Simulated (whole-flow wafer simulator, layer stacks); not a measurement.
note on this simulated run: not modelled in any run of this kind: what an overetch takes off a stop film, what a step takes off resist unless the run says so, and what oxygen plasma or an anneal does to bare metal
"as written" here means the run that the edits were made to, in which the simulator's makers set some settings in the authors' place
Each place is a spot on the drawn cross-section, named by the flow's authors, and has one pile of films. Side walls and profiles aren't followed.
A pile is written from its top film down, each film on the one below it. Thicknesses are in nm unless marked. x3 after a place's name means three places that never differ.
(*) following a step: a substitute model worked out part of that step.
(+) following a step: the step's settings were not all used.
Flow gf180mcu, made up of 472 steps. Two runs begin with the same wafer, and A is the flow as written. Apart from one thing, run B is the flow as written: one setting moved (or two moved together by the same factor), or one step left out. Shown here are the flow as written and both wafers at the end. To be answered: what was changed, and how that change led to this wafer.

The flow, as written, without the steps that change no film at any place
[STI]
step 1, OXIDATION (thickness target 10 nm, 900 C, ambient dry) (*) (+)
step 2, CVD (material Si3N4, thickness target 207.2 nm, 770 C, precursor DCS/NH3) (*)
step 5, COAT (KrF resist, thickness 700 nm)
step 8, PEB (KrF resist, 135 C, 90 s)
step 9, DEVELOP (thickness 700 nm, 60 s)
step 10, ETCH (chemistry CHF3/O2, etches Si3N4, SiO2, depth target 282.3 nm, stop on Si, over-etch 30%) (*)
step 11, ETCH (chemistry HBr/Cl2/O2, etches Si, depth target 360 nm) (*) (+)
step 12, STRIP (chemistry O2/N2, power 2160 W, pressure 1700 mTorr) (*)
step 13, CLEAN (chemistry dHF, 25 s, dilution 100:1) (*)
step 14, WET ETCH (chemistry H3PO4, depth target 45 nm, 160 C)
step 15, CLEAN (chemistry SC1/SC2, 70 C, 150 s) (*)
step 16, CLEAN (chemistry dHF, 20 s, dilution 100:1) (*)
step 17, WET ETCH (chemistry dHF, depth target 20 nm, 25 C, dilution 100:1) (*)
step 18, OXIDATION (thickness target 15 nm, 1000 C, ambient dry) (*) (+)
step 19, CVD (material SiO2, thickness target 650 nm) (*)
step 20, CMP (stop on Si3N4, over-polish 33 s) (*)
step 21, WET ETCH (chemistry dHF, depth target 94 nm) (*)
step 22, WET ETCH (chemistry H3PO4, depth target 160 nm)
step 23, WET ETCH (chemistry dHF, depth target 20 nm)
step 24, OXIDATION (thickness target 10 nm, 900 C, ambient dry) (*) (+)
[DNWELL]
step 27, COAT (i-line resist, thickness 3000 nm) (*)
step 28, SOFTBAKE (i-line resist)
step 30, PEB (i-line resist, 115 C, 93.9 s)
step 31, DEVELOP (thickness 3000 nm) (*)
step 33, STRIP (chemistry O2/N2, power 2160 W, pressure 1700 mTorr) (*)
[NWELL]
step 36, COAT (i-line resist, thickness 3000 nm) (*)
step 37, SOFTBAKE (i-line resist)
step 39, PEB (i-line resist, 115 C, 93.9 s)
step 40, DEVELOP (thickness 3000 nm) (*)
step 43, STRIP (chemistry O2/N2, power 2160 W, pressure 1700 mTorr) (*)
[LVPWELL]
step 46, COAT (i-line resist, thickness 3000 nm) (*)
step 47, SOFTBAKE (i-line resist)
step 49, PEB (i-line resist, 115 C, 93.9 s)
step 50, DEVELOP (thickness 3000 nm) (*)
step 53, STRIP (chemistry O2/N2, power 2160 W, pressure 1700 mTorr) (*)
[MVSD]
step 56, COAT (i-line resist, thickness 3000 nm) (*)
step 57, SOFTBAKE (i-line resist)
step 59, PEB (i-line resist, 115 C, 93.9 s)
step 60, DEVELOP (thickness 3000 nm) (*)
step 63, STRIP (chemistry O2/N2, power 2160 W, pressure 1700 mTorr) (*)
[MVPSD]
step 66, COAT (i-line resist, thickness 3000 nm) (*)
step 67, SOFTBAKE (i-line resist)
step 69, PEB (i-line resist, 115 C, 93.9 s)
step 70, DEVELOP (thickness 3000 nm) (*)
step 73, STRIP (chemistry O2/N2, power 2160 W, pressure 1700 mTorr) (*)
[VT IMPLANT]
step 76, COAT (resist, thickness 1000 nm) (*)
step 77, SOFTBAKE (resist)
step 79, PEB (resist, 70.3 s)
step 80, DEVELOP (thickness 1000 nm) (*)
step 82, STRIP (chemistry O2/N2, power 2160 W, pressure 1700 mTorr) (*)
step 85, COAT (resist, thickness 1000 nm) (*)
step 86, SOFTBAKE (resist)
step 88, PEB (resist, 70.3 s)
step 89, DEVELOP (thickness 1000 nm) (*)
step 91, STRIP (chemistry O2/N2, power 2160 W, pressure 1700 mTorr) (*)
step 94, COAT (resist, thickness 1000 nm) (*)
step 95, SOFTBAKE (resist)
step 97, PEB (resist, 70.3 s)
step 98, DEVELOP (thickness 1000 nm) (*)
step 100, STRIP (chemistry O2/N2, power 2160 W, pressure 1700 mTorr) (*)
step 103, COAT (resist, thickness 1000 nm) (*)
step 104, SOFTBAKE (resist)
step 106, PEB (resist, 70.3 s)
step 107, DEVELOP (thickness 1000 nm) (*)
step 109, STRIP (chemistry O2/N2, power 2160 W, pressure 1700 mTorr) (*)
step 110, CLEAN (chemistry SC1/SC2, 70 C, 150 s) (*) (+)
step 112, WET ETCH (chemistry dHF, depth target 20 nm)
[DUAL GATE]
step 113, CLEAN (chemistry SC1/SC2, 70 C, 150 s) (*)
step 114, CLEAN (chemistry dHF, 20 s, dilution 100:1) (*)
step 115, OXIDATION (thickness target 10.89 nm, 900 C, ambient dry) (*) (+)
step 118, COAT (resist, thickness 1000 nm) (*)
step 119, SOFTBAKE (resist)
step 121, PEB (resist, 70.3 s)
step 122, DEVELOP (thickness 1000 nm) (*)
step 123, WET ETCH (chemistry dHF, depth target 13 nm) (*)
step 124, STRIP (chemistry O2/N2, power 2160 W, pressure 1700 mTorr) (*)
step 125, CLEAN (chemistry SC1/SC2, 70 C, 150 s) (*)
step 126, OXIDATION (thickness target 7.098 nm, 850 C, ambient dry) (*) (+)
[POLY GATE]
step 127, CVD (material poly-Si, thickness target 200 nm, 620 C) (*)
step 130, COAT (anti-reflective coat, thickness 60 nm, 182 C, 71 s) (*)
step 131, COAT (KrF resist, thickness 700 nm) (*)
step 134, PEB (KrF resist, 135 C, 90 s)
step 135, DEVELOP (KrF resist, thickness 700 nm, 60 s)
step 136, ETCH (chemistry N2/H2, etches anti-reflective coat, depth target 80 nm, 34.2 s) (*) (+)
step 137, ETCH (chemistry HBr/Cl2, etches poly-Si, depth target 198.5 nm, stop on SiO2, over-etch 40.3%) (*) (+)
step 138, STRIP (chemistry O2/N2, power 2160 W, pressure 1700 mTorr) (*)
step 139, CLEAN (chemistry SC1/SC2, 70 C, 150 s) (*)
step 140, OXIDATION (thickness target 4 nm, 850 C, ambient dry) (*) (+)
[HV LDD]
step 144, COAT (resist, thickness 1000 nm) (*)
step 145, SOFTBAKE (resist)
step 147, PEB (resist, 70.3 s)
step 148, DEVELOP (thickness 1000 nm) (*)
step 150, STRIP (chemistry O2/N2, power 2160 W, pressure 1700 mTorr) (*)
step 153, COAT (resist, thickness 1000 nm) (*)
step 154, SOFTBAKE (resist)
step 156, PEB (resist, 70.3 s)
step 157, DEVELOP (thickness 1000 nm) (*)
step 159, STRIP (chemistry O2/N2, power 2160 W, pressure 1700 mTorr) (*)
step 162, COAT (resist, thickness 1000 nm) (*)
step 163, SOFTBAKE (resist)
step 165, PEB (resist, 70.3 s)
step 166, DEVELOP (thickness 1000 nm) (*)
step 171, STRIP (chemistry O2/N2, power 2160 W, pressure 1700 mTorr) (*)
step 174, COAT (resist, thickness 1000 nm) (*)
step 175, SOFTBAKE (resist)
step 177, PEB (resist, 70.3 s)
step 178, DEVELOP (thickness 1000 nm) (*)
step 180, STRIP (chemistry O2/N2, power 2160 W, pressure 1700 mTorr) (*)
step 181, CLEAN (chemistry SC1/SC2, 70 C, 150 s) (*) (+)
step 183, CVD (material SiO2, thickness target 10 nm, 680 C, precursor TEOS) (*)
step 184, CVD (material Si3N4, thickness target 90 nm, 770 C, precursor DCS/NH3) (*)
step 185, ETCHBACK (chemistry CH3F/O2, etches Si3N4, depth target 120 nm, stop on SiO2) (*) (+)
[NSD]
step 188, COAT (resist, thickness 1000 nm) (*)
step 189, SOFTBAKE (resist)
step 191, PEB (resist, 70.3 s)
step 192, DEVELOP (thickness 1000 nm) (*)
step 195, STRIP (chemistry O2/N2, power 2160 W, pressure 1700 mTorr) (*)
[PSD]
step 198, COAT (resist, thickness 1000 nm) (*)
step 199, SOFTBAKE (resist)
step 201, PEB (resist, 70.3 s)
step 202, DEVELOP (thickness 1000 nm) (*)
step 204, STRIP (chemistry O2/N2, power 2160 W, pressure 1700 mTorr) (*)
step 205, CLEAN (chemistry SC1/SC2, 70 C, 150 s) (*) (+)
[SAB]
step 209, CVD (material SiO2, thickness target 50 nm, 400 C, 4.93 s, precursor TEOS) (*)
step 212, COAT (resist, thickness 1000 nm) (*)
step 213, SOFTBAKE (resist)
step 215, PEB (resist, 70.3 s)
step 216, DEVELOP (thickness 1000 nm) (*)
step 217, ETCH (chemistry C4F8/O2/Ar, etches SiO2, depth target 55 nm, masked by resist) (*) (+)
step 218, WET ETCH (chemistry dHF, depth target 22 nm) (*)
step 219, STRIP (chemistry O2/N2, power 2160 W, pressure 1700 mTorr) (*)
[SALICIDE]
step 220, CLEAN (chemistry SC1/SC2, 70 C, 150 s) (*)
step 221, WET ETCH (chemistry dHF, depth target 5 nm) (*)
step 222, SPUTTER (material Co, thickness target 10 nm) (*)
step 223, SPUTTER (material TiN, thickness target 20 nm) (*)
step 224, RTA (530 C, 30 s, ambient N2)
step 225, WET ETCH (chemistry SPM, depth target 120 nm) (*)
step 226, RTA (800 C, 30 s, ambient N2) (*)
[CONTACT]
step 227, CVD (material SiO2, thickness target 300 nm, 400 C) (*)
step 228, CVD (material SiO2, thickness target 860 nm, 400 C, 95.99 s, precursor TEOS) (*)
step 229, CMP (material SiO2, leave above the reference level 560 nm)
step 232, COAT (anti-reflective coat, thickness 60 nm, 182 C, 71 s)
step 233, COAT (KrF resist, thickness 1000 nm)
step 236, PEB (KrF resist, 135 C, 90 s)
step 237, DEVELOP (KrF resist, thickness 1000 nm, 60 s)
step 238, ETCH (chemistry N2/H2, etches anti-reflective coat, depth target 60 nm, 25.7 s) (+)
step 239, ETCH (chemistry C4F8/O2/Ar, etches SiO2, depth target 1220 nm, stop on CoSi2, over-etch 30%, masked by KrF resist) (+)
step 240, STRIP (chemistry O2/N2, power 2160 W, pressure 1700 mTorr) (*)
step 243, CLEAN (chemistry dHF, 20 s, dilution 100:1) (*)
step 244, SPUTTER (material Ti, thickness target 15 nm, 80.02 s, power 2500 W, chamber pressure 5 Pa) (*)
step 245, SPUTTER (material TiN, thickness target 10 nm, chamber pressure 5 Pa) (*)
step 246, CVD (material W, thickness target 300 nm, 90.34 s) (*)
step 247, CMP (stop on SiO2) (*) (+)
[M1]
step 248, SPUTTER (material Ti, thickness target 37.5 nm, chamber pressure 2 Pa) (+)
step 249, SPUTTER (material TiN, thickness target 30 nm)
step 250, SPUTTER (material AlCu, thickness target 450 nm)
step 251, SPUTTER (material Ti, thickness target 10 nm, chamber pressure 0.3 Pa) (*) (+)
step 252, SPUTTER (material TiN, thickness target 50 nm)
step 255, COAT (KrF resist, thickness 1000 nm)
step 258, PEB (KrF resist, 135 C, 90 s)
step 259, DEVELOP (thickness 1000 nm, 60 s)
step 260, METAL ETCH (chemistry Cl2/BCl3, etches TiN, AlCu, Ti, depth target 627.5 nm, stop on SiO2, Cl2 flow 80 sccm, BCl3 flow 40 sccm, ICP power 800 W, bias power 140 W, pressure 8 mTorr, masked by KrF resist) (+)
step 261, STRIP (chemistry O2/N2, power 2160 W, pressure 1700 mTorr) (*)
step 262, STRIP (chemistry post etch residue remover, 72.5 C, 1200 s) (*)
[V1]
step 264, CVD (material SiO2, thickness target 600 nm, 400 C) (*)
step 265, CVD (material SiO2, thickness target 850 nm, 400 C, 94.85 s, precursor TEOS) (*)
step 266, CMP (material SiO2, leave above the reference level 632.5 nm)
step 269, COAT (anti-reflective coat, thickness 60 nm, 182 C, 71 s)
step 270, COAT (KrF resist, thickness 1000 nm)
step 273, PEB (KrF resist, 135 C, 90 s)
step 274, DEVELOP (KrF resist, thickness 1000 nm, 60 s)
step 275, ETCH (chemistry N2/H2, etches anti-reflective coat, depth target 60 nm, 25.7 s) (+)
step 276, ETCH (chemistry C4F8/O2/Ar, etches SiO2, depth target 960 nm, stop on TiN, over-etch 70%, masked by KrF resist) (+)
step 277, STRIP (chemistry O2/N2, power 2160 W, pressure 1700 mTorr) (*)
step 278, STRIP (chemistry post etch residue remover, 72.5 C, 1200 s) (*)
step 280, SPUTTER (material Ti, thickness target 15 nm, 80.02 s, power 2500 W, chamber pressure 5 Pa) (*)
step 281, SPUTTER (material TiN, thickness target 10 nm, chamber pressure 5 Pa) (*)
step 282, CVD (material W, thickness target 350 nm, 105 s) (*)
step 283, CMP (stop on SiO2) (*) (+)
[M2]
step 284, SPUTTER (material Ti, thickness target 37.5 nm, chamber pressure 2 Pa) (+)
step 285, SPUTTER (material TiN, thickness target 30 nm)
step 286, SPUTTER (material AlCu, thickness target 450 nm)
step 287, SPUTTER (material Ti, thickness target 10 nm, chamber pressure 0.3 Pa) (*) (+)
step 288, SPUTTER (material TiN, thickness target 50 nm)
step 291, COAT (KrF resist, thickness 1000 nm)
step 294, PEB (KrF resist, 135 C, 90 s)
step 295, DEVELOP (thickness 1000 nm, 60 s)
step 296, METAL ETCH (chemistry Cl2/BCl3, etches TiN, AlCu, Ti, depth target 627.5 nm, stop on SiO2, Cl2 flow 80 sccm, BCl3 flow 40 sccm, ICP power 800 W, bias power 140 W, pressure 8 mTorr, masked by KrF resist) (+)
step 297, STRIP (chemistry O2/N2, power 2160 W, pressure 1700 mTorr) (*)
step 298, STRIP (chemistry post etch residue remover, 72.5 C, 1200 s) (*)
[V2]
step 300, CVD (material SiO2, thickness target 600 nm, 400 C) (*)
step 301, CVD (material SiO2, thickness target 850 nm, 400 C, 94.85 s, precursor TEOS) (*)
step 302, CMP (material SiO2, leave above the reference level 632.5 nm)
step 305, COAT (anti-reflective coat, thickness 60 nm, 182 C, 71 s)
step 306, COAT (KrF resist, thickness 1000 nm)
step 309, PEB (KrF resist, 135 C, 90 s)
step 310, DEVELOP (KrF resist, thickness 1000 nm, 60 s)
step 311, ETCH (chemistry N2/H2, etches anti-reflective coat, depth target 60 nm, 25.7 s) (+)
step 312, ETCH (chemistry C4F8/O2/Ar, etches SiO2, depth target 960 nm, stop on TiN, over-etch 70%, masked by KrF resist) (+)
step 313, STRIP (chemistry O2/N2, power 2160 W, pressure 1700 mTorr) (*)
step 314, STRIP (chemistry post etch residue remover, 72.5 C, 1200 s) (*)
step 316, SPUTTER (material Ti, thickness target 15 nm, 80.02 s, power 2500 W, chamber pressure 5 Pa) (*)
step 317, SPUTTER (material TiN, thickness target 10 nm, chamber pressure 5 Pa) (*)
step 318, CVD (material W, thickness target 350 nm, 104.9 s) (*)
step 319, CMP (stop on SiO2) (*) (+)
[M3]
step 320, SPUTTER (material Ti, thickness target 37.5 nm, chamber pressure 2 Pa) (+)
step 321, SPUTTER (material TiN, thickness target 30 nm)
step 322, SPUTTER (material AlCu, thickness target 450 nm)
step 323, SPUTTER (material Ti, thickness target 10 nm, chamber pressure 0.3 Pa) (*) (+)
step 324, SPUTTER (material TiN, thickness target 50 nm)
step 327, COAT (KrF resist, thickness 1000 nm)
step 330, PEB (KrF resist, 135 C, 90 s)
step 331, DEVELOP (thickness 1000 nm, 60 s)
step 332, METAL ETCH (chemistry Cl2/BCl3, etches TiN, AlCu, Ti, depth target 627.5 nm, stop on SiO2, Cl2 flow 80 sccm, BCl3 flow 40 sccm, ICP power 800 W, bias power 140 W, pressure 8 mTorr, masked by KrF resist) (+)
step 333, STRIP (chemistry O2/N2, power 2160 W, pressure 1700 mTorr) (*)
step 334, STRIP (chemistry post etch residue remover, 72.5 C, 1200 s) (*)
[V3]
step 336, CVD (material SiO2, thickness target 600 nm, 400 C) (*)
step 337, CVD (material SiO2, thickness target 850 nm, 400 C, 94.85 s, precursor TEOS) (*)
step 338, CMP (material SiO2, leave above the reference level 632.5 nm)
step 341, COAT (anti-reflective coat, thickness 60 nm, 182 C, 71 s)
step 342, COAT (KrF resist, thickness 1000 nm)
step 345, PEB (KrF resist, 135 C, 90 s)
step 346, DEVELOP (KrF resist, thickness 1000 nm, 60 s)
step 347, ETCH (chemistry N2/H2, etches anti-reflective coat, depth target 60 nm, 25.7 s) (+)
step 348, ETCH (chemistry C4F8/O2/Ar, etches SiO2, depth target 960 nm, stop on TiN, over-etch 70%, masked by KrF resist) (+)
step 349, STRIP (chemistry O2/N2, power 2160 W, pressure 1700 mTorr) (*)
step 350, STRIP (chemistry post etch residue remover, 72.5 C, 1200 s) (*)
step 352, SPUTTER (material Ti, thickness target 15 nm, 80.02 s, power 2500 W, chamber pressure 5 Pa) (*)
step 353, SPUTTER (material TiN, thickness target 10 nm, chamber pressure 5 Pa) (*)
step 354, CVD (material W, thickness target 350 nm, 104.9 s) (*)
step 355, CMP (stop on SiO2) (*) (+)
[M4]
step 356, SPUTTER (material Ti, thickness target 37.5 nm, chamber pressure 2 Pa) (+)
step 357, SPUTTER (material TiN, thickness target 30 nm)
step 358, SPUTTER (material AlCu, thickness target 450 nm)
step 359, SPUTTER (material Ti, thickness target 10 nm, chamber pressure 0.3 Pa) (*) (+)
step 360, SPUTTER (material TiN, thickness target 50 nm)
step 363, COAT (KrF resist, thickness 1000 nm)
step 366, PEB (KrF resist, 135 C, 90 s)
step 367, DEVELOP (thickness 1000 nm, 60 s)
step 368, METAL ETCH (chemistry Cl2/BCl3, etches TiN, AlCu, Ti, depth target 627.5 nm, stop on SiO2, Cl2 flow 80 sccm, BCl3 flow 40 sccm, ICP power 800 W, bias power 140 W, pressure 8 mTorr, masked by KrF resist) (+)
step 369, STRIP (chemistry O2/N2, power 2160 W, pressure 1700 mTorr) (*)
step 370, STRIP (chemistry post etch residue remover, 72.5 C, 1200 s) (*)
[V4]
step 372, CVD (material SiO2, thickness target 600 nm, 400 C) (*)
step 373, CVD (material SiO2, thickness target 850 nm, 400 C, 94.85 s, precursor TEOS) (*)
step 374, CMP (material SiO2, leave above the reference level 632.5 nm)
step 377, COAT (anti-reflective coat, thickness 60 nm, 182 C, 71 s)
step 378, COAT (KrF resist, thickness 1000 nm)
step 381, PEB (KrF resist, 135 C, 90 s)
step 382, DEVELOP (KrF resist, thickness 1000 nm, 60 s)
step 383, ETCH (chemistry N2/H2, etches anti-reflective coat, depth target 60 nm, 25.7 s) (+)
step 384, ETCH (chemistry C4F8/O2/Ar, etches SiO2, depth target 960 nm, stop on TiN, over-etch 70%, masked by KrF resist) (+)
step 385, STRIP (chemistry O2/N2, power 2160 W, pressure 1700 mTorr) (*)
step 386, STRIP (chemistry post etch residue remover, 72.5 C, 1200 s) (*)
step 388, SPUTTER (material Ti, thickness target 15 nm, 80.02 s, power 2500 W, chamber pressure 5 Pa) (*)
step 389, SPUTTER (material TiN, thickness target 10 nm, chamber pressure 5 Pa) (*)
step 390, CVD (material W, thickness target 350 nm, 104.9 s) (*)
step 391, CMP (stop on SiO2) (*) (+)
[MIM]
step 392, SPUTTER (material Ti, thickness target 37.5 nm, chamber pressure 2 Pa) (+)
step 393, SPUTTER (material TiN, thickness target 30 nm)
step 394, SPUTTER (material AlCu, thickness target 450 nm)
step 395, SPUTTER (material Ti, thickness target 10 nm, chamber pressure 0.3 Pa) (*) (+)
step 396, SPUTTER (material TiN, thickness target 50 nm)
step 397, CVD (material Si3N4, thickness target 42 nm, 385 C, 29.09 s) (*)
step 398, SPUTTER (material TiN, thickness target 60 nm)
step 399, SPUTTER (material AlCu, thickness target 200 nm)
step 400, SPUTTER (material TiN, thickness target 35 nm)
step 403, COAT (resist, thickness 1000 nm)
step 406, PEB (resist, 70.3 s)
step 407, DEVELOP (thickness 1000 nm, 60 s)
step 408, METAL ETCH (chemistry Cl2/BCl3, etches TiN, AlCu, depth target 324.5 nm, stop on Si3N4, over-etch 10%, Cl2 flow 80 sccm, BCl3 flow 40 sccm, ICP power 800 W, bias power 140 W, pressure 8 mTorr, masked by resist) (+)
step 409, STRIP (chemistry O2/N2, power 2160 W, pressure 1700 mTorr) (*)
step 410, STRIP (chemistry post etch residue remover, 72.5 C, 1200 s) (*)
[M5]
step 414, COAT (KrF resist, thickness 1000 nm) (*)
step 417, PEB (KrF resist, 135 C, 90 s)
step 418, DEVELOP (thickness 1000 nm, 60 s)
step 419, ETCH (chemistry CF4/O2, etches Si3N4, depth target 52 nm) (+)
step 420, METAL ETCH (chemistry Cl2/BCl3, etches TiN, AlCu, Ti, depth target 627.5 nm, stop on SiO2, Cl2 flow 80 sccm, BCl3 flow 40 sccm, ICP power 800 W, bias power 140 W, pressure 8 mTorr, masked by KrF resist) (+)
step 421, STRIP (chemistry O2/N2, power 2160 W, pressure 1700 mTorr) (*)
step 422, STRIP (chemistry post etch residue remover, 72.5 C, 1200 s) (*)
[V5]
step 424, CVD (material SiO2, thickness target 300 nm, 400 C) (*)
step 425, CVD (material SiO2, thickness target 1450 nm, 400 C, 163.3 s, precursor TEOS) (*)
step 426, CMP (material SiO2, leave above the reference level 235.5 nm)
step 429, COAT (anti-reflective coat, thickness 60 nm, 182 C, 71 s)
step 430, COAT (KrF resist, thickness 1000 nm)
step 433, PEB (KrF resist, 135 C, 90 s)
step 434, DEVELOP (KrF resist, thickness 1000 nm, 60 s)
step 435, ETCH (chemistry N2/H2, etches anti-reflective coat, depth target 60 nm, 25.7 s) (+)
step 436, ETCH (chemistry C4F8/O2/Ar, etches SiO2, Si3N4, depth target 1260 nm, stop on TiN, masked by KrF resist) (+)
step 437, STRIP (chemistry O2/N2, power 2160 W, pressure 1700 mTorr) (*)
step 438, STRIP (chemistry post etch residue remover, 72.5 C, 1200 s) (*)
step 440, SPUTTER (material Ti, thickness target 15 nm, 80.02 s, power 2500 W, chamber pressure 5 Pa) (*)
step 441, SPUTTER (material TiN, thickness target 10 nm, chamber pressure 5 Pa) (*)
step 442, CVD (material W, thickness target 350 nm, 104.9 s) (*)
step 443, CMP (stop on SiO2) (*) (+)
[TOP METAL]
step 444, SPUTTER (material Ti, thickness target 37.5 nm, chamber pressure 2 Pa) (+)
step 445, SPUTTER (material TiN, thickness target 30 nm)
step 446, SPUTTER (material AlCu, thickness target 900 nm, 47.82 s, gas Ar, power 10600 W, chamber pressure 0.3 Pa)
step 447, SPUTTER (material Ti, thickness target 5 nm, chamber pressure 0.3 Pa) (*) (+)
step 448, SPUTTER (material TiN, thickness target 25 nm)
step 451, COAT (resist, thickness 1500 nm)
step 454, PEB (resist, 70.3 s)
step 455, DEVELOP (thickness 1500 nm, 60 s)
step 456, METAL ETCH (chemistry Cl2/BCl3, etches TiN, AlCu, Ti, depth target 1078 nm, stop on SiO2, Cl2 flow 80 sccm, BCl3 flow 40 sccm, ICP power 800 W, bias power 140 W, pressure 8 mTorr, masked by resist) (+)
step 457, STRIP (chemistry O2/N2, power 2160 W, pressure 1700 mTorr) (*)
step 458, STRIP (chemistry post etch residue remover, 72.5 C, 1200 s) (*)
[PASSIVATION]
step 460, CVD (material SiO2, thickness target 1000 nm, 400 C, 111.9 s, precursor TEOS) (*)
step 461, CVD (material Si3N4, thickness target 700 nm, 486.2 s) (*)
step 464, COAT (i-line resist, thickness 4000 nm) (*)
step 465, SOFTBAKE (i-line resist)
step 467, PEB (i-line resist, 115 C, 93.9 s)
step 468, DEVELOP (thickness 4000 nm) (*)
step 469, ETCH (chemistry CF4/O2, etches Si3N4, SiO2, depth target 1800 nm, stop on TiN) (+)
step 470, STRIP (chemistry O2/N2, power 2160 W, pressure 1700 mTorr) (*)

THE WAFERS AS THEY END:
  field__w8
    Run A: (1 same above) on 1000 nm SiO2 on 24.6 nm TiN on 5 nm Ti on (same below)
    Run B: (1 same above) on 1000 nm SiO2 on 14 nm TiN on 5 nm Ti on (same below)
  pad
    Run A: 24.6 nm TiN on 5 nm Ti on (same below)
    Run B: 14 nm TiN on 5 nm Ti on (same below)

What caused this: step 448, SPUTTER: thickness target 14.4 nm was run, though the flow has thickness target 25 nm.

Step by step, how the change led to this:
  step 448, SPUTTER (material TiN, thickness target 25 nm)
      field, field__w1, field__w2 and 109 more: A +25 TiN (new film) | B +14.4 TiN (new film)
  step 456, METAL ETCH (chemistry Cl2/BCl3, etches TiN, AlCu, Ti, depth target 1078 nm, stop on SiO2, Cl2 flow 80 sccm, BCl3 flow 40 sccm, ICP power 800 W, bias power 140 W, pressure 8 mTorr, masked by resist) (+)
      field, field__w1, field__w2 and 103 more: A -25 TiN (all of it), -5 Ti (all of it), -900 AlCu (all of it), -30 TiN (all of it), -37.5 Ti (all of it) | B -14.4 TiN (all of it), -5 Ti (all of it), -900 AlCu (all of it), -30 TiN (all of it), -37.5 Ti (all of it)
